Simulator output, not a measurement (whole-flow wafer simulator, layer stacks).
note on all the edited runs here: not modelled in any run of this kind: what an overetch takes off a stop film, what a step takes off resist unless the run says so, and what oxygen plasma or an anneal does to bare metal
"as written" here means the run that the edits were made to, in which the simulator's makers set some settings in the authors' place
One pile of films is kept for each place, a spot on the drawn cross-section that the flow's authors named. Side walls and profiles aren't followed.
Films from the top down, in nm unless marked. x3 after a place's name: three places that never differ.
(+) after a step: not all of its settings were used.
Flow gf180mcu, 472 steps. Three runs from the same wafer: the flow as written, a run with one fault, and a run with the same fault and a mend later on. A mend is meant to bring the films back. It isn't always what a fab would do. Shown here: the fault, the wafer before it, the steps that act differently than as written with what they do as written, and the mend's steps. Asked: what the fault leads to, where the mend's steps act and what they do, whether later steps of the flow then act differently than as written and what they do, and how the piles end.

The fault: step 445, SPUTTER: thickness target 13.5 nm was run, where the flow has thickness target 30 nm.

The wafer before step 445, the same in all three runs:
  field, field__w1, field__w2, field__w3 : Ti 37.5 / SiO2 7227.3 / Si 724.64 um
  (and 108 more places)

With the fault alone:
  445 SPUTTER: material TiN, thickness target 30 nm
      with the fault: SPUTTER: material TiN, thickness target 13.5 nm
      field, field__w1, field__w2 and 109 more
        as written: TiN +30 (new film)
        with the fault: TiN +13.5 (new film)
  Later steps of the flow that act differently than as written (4 more steps differ only slightly, by at most 2% or 0.5 nm, whichever is larger, and aren't shown):
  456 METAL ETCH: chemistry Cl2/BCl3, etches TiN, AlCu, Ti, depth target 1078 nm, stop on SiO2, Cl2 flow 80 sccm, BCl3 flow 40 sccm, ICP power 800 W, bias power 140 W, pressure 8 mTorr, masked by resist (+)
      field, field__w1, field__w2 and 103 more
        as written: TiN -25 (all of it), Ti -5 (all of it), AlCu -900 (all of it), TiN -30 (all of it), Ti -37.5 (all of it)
        with the fault: TiN -25 (all of it), Ti -5 (all of it), AlCu -900 (all of it), TiN -13.5 (all of it), Ti -37.5 (all of it)
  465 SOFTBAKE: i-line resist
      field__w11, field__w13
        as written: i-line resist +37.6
        with the fault: i-line resist +36.7
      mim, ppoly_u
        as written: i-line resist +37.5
        with the fault: i-line resist +36.6
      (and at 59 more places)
  At the end the piles differ from the flow's by more than 2% or 0.5 nm, whichever is larger, at field__w8, contact, m1, m1__w1, pad, m1_nw.
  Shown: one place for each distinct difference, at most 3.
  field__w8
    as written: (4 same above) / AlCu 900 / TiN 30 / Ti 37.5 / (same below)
    with the fault: (4 same above) / AlCu 900 / TiN 13.5 / Ti 37.5 / (same below)
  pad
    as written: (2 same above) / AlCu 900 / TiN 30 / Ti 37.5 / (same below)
    with the fault: (2 same above) / AlCu 900 / TiN 13.5 / Ti 37.5 / (same below)

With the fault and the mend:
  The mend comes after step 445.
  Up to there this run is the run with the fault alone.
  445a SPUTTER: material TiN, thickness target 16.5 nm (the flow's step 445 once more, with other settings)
      field, field__w1, field__w2 and 109 more
        TiN +16.5
  No later step of the flow acts differently than as written at any place that is followed.
  At the end the piles are the same as the flow's at every place that both follow.
